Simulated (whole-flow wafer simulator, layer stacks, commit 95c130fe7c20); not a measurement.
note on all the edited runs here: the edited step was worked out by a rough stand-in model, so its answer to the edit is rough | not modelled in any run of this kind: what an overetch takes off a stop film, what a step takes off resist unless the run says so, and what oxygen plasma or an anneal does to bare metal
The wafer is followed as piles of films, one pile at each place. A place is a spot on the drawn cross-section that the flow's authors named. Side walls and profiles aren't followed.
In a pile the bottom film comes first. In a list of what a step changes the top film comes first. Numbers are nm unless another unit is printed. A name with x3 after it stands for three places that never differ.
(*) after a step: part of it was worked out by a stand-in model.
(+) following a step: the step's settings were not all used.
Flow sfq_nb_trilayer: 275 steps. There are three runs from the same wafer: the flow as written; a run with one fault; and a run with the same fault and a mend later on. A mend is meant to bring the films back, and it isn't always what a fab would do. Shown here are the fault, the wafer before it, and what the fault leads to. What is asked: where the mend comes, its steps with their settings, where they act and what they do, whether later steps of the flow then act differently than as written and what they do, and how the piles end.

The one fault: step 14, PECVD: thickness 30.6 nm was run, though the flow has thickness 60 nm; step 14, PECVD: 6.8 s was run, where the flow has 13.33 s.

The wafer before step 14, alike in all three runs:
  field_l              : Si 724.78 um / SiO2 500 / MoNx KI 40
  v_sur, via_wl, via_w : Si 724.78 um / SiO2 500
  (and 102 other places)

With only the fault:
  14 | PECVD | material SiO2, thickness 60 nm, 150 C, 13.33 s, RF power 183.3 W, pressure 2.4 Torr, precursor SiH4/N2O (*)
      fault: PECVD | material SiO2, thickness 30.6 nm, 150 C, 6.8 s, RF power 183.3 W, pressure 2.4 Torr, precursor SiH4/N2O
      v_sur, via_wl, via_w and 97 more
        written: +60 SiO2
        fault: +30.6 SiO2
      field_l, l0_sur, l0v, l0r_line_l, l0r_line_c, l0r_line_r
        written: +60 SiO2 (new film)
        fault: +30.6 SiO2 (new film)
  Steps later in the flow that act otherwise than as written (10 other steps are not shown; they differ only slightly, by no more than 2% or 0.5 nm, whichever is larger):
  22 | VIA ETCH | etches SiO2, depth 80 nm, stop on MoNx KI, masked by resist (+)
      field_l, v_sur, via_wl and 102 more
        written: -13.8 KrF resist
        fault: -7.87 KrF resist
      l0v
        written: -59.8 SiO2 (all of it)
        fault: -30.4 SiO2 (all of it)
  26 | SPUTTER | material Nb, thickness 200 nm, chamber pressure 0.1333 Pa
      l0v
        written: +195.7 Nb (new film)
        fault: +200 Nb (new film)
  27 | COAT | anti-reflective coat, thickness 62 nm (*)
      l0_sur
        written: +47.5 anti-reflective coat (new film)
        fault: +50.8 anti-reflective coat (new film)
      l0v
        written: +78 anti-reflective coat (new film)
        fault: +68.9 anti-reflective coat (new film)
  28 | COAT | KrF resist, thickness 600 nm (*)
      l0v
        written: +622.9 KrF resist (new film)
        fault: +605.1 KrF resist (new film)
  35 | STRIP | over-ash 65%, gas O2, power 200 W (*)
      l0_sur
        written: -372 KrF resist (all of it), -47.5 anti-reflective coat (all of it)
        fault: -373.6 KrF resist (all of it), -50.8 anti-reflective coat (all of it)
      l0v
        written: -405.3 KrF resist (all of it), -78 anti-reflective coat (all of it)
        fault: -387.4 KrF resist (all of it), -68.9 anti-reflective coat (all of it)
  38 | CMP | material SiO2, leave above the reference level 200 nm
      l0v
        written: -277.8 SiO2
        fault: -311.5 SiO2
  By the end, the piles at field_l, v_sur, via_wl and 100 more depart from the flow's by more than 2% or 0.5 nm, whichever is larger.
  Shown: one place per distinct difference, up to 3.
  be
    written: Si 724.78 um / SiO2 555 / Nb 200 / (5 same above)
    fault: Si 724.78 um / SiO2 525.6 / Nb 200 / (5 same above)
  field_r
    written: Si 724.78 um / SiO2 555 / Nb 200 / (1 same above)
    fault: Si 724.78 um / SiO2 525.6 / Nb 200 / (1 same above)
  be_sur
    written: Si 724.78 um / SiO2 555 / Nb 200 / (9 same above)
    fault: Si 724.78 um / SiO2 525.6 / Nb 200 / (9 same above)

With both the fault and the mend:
  After step 14 comes the mend.
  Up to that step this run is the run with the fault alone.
  14a | PECVD | material SiO2, thickness 29.4 nm, 150 C, 6.533 s, RF power 183.3 W, pressure 2.4 Torr, precursor SiH4/N2O (a further turn of the flow's step 14, with different settings)
      field_l, v_sur, via_wl and 103 more
        +29.4 SiO2
  Later steps of the flow that are run all act as written at every place that is followed, up to a difference of at most 2% or 0.5 nm, whichever is larger.
  The piles end the same as the flow's at every place that both follow.
